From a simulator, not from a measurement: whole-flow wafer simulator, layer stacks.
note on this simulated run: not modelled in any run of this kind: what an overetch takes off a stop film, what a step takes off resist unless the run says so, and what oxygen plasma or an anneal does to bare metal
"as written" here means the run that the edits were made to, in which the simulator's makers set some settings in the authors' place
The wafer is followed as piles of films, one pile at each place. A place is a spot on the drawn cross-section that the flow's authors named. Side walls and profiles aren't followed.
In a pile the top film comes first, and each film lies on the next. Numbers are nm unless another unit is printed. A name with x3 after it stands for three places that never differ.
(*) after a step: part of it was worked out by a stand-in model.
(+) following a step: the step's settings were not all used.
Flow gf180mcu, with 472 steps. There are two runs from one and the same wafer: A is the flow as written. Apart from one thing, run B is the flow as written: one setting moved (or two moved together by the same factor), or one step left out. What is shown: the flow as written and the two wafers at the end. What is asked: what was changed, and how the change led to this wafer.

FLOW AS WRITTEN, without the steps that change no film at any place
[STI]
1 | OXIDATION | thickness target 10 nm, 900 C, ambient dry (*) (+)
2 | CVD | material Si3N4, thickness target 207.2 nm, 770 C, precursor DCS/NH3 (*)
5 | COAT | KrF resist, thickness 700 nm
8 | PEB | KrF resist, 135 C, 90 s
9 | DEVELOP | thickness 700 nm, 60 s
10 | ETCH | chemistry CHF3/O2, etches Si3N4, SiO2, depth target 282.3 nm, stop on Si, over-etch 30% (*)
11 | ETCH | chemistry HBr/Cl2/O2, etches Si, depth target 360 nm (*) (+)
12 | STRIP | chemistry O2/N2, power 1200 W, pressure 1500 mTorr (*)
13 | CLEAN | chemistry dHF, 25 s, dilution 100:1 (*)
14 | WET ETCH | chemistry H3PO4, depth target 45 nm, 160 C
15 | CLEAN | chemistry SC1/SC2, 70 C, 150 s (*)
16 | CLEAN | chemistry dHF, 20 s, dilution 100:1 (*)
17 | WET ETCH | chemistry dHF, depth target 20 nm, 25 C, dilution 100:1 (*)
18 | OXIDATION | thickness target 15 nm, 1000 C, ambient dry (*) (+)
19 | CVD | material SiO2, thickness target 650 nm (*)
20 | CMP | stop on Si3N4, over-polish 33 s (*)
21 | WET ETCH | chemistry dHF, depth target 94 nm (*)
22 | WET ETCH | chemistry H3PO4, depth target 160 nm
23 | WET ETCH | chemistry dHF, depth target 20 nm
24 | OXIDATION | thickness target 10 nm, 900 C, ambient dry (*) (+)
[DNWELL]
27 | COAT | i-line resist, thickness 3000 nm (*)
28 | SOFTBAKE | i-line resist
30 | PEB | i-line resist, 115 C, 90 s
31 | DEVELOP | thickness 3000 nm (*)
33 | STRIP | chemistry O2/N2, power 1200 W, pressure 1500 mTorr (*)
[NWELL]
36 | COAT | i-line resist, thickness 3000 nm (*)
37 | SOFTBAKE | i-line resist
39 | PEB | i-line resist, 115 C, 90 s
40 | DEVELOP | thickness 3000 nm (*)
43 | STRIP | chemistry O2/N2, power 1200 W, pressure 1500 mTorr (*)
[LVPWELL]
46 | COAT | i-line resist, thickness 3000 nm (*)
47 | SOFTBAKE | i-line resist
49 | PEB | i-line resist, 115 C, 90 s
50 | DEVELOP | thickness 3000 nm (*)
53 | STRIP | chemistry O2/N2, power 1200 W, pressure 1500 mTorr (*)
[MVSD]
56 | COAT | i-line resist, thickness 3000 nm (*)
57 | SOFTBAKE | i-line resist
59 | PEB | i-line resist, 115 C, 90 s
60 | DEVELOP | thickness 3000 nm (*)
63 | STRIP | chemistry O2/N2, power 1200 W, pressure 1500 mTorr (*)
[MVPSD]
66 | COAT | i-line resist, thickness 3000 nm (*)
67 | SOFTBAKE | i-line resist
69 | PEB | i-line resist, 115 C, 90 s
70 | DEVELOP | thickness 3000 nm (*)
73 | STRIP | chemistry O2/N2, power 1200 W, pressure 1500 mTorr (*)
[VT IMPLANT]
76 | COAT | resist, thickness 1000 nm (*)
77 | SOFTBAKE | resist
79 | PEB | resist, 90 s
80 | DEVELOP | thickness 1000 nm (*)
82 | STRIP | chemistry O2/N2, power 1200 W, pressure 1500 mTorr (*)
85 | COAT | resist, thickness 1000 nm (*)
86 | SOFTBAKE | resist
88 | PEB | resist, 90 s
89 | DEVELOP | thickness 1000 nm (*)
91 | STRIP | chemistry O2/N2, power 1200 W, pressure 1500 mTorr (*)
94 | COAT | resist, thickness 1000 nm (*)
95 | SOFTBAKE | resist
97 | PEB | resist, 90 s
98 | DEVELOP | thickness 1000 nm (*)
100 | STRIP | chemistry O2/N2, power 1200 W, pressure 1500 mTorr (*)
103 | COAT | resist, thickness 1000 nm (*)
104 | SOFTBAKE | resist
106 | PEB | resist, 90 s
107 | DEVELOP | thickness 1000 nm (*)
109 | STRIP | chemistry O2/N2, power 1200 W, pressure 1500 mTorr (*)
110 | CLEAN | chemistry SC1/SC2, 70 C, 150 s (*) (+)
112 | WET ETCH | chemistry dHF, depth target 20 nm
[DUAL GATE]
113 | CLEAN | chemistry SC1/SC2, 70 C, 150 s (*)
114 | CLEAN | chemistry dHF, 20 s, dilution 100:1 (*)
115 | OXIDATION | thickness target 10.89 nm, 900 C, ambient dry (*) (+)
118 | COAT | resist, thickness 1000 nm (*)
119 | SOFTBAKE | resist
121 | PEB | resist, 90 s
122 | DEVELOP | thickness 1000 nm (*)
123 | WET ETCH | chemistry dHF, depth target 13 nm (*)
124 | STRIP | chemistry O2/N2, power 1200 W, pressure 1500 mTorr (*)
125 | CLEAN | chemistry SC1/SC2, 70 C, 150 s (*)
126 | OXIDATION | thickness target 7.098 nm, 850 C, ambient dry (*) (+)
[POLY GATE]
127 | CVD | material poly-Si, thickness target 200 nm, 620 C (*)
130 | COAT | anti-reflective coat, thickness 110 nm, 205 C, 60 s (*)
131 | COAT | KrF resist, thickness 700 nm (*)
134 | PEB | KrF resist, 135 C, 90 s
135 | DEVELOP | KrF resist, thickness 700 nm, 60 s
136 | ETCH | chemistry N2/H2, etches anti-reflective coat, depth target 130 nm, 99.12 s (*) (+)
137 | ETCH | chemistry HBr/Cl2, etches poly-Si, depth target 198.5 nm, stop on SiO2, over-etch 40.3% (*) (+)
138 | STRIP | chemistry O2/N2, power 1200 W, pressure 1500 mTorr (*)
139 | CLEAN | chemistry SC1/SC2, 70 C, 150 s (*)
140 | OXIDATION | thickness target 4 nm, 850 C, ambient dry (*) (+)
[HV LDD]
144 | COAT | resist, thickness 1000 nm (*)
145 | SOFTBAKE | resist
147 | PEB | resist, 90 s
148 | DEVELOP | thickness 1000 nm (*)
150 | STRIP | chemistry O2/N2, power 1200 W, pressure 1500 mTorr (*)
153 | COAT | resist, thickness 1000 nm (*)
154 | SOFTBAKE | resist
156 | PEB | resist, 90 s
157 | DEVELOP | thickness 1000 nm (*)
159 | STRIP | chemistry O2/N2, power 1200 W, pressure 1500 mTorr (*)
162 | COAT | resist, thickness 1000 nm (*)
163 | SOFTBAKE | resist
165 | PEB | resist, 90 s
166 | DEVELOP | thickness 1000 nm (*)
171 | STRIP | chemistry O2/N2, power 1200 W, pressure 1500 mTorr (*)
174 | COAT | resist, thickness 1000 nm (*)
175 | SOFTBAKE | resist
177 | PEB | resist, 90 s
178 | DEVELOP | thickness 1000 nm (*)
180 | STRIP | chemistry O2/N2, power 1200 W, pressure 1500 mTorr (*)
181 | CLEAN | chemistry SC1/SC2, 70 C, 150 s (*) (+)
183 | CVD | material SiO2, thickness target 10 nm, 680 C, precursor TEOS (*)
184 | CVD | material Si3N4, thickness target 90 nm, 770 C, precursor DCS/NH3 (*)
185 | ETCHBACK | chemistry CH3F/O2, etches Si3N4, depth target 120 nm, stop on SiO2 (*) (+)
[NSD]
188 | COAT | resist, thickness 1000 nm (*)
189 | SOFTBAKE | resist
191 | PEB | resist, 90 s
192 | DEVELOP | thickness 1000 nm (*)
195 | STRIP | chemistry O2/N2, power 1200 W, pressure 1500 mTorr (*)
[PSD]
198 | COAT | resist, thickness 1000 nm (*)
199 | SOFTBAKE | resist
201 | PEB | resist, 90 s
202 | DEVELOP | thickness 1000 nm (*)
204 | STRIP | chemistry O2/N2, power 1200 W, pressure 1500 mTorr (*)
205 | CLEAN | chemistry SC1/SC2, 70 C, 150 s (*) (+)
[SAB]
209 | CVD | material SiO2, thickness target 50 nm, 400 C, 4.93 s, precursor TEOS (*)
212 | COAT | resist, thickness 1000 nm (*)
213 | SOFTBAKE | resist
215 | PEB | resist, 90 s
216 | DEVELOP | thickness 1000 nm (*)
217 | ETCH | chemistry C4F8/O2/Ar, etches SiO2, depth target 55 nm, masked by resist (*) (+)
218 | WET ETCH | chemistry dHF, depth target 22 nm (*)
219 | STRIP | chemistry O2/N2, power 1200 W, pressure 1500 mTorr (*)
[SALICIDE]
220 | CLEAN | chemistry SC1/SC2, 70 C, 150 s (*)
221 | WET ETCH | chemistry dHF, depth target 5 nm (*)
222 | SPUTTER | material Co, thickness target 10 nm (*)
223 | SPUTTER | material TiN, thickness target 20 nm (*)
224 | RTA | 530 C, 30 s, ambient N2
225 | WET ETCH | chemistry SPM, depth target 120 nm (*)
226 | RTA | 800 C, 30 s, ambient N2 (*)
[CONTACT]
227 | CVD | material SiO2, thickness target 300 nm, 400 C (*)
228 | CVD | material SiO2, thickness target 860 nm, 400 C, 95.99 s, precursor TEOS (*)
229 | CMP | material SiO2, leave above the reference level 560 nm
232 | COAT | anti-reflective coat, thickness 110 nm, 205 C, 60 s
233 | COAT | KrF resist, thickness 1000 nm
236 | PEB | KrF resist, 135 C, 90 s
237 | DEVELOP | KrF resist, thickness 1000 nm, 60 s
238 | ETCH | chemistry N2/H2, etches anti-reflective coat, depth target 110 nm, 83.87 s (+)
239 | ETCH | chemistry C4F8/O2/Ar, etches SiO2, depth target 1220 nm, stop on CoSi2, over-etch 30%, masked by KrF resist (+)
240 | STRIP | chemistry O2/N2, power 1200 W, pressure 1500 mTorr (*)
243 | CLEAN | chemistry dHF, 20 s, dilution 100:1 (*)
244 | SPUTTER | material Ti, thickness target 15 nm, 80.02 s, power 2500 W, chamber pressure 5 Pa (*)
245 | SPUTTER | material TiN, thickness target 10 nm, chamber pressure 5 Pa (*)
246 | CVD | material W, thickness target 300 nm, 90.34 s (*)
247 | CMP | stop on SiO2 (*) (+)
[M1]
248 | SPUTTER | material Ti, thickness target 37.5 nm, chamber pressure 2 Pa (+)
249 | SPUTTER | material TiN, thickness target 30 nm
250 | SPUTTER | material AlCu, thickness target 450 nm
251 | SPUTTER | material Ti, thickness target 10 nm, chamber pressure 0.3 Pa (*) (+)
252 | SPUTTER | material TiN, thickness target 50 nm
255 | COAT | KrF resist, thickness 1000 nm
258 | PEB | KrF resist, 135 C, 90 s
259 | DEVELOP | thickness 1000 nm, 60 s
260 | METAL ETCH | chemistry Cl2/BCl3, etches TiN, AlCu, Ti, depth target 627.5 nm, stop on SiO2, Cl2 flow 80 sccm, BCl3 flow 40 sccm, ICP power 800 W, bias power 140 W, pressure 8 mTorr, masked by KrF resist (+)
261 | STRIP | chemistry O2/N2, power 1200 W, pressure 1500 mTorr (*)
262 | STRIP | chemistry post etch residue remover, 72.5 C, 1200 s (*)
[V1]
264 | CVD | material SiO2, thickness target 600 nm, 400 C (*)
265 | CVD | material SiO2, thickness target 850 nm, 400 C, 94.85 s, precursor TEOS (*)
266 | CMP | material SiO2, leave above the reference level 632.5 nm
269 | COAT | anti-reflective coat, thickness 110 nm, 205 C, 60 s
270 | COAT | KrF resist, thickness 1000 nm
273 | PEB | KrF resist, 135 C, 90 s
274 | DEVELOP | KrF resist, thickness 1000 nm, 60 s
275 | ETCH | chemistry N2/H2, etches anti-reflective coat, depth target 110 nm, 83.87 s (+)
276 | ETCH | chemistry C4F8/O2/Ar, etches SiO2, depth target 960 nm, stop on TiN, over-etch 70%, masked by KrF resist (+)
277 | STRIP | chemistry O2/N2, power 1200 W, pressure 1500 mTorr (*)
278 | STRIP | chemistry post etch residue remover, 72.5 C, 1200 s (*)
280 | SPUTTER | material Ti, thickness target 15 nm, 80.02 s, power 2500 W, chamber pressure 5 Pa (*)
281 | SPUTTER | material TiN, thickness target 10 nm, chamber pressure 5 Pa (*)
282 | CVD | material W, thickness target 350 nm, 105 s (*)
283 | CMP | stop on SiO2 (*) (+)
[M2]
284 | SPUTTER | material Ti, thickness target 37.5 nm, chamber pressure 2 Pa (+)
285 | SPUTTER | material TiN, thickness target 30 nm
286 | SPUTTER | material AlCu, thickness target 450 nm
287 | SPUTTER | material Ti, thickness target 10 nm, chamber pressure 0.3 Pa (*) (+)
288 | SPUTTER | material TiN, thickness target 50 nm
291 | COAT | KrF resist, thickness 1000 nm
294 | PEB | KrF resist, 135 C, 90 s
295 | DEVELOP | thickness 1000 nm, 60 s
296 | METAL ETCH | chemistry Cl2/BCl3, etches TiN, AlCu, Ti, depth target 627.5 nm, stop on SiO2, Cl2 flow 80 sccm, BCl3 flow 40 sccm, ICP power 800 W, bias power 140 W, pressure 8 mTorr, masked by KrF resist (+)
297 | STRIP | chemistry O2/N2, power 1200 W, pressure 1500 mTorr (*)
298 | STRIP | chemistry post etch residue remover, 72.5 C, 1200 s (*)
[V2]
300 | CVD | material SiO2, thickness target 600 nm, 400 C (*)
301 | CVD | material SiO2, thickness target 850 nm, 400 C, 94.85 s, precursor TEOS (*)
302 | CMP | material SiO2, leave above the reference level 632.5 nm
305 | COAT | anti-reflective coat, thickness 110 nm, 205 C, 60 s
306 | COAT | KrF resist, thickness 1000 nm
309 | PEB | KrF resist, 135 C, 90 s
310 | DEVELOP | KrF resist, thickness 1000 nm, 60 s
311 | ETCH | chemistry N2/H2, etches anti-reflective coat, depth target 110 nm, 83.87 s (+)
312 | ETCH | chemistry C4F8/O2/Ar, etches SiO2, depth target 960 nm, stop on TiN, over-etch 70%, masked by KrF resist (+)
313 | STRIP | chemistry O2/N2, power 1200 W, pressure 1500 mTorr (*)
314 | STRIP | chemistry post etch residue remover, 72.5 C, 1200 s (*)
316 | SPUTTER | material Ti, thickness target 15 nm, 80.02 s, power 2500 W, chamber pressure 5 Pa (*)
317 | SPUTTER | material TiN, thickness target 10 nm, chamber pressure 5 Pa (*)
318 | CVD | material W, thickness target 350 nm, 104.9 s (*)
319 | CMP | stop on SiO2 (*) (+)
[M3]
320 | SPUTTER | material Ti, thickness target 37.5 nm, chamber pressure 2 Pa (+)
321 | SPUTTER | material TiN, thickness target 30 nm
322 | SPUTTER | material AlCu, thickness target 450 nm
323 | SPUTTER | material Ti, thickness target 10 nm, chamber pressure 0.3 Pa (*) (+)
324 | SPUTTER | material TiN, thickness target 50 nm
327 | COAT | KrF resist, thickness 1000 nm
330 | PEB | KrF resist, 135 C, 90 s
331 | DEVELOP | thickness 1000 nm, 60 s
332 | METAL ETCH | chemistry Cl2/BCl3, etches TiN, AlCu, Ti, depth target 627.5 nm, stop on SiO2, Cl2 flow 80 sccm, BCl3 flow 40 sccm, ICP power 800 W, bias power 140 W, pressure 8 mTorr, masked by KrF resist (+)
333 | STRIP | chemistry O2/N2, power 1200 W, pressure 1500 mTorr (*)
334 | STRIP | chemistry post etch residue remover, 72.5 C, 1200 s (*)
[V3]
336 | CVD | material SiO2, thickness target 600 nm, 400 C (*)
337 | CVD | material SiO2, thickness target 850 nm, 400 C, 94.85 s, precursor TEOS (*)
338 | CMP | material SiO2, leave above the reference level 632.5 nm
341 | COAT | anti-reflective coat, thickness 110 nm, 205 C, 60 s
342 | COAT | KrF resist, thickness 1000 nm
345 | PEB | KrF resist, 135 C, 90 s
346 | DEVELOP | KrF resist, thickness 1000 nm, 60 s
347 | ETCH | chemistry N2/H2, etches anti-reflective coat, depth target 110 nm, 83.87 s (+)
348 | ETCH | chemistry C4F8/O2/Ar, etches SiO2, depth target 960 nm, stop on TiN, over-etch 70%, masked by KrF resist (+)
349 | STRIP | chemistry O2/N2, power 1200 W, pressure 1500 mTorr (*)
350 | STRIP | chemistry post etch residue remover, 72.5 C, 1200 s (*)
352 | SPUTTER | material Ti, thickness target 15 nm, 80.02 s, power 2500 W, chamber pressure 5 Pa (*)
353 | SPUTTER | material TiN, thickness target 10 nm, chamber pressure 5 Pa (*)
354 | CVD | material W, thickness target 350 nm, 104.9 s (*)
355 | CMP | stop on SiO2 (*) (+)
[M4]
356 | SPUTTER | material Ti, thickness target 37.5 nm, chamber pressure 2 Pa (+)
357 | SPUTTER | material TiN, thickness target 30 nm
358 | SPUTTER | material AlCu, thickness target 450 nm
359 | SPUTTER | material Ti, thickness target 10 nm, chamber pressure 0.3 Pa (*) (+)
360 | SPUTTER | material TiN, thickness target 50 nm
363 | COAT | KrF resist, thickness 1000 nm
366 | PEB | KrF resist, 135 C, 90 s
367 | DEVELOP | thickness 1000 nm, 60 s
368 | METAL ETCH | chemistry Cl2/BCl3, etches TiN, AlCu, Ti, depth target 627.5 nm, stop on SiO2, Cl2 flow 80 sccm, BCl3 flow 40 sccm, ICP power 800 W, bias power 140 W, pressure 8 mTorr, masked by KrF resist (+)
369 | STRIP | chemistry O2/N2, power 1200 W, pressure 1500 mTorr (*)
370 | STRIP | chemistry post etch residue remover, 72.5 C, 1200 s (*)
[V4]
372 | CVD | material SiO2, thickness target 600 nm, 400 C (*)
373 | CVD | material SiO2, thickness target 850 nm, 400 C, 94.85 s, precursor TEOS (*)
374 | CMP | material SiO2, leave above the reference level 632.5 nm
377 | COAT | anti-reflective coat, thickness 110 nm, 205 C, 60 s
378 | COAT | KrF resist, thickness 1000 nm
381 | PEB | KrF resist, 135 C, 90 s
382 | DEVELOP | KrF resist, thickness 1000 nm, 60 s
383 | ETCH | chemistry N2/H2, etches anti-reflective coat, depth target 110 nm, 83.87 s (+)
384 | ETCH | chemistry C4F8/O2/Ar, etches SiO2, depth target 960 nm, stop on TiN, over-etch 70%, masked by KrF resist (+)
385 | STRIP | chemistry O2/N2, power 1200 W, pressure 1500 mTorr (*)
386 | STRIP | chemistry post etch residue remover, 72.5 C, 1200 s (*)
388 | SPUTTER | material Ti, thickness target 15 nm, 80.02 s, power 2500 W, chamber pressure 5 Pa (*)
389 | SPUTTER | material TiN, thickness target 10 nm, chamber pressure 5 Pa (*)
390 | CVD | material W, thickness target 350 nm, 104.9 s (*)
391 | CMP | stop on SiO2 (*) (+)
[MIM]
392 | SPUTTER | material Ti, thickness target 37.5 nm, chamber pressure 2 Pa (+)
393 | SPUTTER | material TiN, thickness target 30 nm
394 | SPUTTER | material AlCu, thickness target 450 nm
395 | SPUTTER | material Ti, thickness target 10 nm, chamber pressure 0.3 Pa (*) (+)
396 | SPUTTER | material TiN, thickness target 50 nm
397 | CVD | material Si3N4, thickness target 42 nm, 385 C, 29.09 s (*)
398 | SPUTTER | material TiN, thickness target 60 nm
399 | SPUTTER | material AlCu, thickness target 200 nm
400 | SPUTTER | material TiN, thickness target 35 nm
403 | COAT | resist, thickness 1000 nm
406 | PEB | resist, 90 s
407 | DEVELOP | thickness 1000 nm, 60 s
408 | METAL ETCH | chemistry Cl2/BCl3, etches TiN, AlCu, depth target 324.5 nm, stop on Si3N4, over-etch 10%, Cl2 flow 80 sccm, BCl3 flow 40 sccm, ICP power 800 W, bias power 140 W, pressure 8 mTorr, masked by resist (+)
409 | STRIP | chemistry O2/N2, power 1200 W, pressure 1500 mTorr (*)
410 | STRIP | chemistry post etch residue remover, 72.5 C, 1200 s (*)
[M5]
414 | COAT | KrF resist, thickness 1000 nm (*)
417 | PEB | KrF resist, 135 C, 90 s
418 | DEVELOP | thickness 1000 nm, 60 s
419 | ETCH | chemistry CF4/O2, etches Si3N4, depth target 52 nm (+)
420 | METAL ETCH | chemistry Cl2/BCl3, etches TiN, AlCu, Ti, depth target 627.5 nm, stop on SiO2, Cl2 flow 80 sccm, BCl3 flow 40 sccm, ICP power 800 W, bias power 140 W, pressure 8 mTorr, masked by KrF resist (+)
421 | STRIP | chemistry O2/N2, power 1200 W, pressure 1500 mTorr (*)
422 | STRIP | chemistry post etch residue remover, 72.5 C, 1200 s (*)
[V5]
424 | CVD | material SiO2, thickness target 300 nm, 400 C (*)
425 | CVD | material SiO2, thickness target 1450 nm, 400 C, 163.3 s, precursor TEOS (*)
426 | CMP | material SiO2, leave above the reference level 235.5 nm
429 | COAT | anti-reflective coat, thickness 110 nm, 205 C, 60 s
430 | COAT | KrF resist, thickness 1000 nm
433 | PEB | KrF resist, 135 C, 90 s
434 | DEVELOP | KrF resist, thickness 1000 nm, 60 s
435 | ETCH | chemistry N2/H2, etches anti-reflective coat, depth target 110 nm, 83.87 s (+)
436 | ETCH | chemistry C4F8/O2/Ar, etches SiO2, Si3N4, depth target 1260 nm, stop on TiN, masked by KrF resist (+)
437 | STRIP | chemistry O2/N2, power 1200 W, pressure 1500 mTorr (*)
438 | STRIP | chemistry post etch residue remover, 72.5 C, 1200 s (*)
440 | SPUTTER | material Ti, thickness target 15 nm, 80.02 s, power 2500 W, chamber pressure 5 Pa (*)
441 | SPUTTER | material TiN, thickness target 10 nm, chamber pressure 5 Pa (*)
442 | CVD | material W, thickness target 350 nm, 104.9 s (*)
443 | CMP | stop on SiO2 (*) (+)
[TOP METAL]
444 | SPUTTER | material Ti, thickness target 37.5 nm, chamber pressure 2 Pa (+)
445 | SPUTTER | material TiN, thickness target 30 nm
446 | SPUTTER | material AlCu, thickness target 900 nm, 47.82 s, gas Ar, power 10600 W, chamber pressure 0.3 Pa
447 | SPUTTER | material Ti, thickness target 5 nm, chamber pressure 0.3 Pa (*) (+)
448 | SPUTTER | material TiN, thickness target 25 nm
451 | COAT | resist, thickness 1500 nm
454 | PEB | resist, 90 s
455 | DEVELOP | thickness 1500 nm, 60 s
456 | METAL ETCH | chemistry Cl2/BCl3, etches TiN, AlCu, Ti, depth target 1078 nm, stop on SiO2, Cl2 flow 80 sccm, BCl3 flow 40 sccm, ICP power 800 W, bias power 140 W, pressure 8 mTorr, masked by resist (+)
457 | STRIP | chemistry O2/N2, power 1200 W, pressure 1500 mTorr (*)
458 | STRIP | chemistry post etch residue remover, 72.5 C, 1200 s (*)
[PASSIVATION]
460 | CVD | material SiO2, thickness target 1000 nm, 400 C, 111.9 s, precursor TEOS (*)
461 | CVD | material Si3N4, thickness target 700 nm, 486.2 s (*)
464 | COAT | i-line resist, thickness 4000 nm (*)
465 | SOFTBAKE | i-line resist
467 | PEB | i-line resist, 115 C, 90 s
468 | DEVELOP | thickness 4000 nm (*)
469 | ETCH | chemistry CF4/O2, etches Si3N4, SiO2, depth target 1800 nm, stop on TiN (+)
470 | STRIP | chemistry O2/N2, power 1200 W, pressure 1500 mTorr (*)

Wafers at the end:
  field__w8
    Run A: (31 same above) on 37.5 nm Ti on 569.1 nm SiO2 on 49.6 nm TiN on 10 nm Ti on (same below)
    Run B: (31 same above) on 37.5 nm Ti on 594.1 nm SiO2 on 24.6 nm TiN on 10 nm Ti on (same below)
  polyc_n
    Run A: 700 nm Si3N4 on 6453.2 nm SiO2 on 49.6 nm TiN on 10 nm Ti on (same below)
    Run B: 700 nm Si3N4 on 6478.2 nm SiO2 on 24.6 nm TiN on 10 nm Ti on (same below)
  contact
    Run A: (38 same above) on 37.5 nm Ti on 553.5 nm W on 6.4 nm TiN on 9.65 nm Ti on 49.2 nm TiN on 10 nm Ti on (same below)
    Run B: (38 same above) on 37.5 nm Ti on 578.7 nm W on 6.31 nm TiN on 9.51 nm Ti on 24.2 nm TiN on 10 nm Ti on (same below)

The reason: step 252, SPUTTER: thickness target 25 nm was run, though the flow has thickness target 50 nm.

Step by step, how the change led to this:
  252 | SPUTTER | material TiN, thickness target 50 nm
      field, field__w1, field__w2 and 108 more: A +50 TiN (new film) | B +25 TiN (new film)
  260 | METAL ETCH | chemistry Cl2/BCl3, etches TiN, AlCu, Ti, depth target 627.5 nm, stop on SiO2, Cl2 flow 80 sccm, BCl3 flow 40 sccm, ICP power 800 W, bias power 140 W, pressure 8 mTorr, masked by KrF resist (+)
      field, field__w1, field__w2 and 99 more: A -50 TiN (all of it), -10 Ti (all of it), -450 AlCu (all of it), -30 TiN (all of it), -37.5 Ti (all of it) | B -25 TiN (all of it), -10 Ti (all of it), -450 AlCu (all of it), -30 TiN (all of it), -37.5 Ti (all of it)
  266 | CMP | material SiO2, leave above the reference level 632.5 nm
      field__w8, contact, m1 and 6 more: A -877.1 SiO2 | B -852.1 SiO2
  276 | ETCH | chemistry C4F8/O2/Ar, etches SiO2, depth target 960 nm, stop on TiN, over-etch 70%, masked by KrF resist (+)
      contact: A -572.1 SiO2 (all of it) | B -597.1 SiO2 (all of it)
  282 | CVD | material W, thickness target 350 nm, 105 s (*)
      contact: A +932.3 W (new film) | B +957.5 W (new film)
